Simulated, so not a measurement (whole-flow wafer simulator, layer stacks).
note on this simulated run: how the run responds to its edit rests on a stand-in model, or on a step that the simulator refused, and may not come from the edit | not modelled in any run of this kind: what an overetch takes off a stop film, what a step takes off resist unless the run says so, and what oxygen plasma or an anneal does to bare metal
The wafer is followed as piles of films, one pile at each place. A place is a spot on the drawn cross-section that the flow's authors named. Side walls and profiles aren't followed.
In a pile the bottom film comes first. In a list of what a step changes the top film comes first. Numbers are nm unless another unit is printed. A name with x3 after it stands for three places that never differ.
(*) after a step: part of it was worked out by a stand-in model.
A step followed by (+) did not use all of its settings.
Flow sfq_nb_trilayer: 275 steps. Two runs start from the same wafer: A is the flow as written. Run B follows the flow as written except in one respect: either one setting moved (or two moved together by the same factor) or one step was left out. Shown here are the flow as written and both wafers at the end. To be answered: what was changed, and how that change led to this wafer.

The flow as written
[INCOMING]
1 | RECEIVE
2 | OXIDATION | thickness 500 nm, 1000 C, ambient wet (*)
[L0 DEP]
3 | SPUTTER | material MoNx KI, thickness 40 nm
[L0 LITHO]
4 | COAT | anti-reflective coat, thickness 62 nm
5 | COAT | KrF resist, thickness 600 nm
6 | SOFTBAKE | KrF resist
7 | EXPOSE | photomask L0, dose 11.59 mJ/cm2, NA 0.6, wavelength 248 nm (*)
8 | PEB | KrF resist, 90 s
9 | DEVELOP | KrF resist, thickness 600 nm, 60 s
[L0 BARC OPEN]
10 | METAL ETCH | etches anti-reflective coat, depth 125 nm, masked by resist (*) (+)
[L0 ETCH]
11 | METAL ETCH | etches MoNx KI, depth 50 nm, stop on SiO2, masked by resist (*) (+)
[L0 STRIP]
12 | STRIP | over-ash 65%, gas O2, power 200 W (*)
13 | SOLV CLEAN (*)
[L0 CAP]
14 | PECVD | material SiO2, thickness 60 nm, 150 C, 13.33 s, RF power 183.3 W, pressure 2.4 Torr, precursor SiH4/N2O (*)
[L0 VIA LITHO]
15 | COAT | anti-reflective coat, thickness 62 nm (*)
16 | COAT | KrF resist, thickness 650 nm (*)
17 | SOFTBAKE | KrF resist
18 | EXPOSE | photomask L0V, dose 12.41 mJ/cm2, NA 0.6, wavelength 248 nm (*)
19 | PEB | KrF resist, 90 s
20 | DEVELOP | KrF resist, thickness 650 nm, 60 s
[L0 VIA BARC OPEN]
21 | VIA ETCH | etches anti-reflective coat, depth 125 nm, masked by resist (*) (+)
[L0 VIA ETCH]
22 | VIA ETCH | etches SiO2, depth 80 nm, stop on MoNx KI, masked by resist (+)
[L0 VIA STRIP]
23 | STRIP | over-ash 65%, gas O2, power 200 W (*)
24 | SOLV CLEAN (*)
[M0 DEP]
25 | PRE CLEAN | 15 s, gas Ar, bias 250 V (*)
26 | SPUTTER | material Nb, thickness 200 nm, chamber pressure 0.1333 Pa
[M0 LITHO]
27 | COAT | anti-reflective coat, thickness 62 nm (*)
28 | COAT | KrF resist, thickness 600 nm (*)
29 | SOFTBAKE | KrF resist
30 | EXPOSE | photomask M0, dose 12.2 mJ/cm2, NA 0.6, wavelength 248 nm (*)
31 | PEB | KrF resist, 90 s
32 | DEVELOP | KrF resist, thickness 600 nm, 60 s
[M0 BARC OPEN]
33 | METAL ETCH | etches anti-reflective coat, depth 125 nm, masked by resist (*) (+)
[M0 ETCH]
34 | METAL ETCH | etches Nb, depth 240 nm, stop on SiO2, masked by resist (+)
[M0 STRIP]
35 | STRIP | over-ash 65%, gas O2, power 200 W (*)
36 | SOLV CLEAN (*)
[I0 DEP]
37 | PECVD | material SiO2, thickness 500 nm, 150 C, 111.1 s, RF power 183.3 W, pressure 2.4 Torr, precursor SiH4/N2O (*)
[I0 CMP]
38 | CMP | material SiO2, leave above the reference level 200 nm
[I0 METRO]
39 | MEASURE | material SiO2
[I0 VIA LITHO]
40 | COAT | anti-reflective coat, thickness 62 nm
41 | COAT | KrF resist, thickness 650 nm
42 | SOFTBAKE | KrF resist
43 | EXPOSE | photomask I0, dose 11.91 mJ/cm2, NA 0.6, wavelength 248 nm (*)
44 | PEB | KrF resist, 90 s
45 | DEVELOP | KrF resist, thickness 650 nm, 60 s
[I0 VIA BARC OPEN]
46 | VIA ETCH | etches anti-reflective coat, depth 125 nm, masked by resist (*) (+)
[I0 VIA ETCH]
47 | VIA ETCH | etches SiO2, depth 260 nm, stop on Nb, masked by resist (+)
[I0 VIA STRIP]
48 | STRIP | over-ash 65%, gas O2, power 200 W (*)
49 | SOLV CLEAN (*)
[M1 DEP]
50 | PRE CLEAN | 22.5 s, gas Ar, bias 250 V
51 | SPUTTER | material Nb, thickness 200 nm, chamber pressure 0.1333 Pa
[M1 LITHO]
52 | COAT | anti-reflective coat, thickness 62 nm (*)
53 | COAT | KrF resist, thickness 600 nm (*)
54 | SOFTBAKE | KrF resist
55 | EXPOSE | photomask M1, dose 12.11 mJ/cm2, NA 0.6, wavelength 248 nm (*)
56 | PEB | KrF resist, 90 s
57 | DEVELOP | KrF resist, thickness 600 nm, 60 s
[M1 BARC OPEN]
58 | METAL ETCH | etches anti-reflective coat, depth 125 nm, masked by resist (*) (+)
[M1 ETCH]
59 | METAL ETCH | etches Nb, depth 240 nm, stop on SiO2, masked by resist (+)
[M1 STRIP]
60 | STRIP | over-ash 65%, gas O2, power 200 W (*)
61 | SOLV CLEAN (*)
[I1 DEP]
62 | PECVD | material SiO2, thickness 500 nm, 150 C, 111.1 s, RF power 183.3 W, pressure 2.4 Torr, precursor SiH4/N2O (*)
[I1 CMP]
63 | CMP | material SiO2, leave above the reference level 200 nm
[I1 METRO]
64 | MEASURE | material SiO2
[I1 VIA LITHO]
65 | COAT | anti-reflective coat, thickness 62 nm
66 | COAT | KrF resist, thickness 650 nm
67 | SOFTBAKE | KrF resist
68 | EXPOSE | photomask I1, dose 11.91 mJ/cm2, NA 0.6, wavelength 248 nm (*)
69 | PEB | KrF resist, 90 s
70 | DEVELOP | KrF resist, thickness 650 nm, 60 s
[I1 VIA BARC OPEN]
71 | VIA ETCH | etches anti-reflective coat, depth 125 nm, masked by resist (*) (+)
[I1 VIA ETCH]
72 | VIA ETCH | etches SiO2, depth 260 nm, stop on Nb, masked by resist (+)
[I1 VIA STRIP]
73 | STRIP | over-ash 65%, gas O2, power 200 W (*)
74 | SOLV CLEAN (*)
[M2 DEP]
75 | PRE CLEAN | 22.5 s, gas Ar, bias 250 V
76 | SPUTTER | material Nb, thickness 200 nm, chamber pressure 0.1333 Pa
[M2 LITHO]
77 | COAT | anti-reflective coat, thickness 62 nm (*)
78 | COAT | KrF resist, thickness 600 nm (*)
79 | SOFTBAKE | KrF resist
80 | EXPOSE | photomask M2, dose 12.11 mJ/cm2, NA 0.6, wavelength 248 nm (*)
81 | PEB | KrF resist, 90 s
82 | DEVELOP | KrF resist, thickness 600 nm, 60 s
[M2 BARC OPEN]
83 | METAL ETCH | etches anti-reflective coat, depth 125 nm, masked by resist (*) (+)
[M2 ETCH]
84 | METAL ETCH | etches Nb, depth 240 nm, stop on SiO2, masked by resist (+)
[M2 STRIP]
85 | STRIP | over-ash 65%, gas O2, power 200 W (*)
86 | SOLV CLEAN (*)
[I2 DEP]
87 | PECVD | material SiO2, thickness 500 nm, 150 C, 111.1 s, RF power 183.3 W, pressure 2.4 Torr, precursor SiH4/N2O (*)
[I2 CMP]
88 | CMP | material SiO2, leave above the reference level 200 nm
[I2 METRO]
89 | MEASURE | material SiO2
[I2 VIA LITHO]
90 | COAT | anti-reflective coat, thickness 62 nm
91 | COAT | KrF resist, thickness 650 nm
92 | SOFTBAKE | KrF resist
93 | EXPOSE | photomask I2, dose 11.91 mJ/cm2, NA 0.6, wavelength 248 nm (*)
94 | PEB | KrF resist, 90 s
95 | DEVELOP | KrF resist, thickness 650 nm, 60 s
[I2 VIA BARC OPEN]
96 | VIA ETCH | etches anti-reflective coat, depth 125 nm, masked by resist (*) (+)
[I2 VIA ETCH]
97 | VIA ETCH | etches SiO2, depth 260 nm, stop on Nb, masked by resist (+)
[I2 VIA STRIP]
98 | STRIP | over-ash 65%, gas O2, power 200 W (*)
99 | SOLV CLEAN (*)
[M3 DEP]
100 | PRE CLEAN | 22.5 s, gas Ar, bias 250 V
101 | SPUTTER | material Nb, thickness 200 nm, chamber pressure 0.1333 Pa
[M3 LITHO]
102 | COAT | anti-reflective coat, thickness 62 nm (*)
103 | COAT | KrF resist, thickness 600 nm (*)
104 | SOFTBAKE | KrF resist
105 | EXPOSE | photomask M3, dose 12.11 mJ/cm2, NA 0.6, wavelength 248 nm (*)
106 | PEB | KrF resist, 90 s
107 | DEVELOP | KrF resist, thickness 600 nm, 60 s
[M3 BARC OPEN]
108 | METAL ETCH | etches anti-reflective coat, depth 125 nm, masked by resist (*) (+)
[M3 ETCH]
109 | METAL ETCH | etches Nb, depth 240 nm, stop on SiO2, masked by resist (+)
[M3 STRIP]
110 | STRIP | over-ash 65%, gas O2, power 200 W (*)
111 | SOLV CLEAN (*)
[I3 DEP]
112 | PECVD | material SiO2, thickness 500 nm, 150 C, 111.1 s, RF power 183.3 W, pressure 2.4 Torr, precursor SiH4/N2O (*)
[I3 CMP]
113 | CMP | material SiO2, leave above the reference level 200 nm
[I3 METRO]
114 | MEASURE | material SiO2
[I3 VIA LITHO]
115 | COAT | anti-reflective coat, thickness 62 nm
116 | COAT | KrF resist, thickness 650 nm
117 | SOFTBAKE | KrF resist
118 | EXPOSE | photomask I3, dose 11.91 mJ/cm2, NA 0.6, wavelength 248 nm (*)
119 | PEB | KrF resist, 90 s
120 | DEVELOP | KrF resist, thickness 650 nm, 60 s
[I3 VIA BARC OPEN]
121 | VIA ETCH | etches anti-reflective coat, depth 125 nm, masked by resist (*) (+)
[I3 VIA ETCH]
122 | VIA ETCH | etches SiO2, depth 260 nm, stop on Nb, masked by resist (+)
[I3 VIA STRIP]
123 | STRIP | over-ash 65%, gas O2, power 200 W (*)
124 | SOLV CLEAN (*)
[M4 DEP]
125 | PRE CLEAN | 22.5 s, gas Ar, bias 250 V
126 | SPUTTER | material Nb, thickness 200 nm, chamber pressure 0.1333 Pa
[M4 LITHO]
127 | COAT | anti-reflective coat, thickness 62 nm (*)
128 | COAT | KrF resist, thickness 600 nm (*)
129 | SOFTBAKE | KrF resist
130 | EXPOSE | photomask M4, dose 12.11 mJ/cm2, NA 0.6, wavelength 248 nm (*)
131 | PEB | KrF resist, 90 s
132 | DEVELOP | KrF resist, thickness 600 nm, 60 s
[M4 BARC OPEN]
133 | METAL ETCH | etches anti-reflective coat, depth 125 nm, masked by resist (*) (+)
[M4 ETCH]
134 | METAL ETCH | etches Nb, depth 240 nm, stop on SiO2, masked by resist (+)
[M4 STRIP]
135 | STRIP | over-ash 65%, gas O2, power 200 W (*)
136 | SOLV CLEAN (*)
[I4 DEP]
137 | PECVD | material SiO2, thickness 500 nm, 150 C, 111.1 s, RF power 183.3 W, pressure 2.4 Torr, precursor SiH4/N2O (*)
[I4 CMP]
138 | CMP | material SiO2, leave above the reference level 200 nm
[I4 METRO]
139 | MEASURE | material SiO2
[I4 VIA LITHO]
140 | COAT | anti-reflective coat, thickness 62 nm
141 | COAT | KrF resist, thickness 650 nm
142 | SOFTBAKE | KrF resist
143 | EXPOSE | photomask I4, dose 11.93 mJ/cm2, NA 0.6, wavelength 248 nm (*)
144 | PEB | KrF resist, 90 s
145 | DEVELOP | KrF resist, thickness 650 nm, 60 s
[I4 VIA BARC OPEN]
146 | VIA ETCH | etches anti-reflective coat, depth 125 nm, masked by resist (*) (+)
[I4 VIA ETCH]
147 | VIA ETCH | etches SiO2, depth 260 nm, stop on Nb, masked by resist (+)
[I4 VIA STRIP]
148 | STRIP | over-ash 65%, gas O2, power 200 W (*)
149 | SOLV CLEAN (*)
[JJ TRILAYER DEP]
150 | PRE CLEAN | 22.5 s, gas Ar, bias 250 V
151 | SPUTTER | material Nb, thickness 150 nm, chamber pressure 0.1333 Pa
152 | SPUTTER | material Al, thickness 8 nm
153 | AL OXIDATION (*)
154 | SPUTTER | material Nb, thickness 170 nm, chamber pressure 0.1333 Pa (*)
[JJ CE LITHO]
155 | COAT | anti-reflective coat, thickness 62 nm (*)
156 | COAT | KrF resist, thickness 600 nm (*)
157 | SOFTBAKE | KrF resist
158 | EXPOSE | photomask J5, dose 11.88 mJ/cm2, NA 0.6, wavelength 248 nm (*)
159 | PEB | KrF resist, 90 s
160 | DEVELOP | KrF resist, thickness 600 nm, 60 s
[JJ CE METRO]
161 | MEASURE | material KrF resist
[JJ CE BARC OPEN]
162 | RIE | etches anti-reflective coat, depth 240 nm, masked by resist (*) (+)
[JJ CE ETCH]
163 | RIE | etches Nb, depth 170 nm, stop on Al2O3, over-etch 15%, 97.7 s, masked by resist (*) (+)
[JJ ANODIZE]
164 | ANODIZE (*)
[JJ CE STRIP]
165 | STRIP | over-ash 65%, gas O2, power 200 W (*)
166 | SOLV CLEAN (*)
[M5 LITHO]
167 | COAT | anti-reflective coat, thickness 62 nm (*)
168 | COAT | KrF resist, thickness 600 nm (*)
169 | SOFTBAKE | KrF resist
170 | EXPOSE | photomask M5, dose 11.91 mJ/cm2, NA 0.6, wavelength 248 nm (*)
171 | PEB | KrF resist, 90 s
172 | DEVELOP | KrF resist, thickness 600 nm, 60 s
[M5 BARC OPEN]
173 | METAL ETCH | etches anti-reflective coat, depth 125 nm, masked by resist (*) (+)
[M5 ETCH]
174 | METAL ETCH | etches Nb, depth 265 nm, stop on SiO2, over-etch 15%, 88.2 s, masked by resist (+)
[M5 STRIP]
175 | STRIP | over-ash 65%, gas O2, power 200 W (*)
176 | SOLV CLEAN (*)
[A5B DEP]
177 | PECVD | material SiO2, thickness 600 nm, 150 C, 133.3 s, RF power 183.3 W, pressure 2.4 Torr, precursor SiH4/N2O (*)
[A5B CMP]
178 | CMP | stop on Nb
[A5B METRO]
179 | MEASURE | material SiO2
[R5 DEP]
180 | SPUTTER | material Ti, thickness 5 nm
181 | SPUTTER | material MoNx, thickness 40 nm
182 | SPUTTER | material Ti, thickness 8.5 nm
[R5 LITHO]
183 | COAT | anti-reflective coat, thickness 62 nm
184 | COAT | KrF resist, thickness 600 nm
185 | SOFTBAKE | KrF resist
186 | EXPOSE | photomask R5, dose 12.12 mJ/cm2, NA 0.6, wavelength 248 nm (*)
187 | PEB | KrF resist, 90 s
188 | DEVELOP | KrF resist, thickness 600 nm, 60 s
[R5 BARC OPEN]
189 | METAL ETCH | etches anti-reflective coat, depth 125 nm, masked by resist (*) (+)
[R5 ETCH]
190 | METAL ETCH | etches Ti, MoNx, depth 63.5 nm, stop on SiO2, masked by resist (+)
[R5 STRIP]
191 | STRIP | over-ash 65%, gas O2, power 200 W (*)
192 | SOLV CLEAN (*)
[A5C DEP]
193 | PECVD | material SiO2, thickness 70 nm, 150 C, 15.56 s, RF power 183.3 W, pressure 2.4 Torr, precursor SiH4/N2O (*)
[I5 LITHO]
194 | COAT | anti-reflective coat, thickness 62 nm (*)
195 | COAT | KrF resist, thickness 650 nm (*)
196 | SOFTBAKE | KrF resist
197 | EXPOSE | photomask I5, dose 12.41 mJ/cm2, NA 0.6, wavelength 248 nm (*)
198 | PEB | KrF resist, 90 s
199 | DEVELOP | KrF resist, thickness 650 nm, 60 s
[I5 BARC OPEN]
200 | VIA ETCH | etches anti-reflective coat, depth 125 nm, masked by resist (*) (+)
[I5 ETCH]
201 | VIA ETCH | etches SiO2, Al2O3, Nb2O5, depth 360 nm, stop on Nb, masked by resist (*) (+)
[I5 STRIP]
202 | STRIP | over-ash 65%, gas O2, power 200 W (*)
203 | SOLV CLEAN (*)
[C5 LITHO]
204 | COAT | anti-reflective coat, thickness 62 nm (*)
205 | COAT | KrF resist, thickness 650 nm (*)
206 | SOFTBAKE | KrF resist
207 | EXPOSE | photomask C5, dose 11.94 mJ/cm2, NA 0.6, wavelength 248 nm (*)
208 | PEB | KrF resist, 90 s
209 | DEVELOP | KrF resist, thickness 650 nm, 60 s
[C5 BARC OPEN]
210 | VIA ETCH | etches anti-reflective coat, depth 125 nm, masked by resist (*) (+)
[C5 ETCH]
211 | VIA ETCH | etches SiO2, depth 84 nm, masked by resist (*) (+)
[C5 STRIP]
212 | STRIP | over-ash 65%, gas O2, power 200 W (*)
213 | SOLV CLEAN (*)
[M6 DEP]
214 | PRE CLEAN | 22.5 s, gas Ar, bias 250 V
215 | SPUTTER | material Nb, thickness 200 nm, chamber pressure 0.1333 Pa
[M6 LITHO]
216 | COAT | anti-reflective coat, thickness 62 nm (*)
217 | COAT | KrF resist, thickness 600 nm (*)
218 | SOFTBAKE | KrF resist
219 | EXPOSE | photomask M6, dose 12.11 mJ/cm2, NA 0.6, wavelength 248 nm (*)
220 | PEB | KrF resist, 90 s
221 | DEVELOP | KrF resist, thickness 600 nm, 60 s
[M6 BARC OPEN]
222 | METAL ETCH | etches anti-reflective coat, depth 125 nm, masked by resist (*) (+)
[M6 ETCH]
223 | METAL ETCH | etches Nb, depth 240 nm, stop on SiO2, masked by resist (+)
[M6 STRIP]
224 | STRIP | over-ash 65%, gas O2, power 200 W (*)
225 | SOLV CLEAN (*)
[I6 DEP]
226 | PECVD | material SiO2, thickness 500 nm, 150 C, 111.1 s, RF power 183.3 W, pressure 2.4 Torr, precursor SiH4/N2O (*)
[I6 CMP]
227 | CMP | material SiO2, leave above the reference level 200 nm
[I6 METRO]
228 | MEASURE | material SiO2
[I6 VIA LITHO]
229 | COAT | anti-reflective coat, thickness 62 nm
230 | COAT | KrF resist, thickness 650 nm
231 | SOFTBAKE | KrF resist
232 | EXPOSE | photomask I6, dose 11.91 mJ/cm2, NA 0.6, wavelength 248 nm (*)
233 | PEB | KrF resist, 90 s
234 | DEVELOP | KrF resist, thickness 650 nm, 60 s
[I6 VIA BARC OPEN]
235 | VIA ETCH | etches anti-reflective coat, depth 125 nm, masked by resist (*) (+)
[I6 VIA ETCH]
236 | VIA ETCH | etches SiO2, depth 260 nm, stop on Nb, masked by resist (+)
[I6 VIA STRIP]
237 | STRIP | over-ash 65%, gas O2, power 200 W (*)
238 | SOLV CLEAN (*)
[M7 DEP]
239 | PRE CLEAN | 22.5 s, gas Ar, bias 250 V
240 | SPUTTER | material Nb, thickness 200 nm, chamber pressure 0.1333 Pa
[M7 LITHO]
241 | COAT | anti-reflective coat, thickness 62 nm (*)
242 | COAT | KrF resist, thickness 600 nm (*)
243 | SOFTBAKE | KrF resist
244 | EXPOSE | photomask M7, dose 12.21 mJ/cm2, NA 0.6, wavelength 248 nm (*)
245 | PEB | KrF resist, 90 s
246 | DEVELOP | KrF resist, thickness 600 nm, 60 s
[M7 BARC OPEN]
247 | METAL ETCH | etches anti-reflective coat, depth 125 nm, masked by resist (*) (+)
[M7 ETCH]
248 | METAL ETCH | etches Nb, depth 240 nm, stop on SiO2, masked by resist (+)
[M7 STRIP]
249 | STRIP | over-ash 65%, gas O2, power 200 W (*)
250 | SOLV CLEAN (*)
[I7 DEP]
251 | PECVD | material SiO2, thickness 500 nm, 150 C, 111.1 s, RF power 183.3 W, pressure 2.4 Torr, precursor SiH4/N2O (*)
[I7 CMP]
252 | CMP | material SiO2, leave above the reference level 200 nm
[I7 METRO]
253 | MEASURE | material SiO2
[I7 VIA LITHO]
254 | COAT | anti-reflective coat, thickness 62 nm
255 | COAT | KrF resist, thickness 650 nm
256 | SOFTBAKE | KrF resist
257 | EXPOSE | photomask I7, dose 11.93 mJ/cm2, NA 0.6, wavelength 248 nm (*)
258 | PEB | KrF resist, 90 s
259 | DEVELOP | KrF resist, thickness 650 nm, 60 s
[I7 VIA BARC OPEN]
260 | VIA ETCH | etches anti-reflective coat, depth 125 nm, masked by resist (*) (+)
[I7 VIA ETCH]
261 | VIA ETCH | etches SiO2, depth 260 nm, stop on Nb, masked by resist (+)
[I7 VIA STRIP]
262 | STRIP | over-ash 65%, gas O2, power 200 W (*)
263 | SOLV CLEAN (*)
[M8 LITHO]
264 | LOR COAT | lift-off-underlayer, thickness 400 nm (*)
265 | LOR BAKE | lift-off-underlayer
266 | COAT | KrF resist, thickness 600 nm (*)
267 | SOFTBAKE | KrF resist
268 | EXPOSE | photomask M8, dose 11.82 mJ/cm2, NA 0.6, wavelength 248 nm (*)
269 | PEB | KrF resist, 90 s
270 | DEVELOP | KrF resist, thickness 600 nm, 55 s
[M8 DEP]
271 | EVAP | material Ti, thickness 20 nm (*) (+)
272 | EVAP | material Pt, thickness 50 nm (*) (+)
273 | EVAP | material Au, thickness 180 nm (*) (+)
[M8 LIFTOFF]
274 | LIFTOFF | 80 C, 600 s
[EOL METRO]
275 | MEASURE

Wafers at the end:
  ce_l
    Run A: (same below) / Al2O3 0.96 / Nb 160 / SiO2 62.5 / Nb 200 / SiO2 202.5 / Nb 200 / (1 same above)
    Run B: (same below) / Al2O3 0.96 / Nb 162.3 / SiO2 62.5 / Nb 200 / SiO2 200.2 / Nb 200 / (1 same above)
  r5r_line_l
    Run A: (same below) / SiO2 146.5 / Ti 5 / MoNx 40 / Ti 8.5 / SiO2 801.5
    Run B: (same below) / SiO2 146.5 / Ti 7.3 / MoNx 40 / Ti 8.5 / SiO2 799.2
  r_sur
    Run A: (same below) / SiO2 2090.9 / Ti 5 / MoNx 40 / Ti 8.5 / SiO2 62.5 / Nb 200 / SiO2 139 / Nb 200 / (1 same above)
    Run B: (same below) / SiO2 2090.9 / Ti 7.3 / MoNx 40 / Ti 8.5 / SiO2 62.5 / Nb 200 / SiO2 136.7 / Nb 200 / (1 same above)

The reason: step 180, SPUTTER: thickness 7.3 nm was run, whereas the flow has thickness 5 nm.
The wafer lets one read it off: r5r_line_l has Ti 7.3, and step 180 as written asks for 5 nm.

Step by step, how the change led to this:
  180 | SPUTTER | material Ti, thickness 5 nm
      field_l, v_sur, via_wl and 103 more: A Ti gains 5 (new film) | B Ti gains 7.3 (new film)
  190 | METAL ETCH | etches Ti, MoNx, depth 63.5 nm, stop on SiO2, masked by resist (+)
      field_l, v_sur, via_wl and 92 more: A Ti loses 8.5 (all of it), MoNx loses 40 (all of it), Ti loses 5 (all of it) | B Ti loses 8.5 (all of it), MoNx loses 40 (all of it), Ti loses 7.3 (all of it)
      ce_l, c5j, ce_r, wl_jj: A Ti loses 8.5 (all of it), MoNx loses 40 (all of it), Ti loses 5 (all of it), Nb loses 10 | B Ti loses 8.5 (all of it), MoNx loses 40 (all of it), Ti loses 7.3 (all of it), Nb loses 7.7
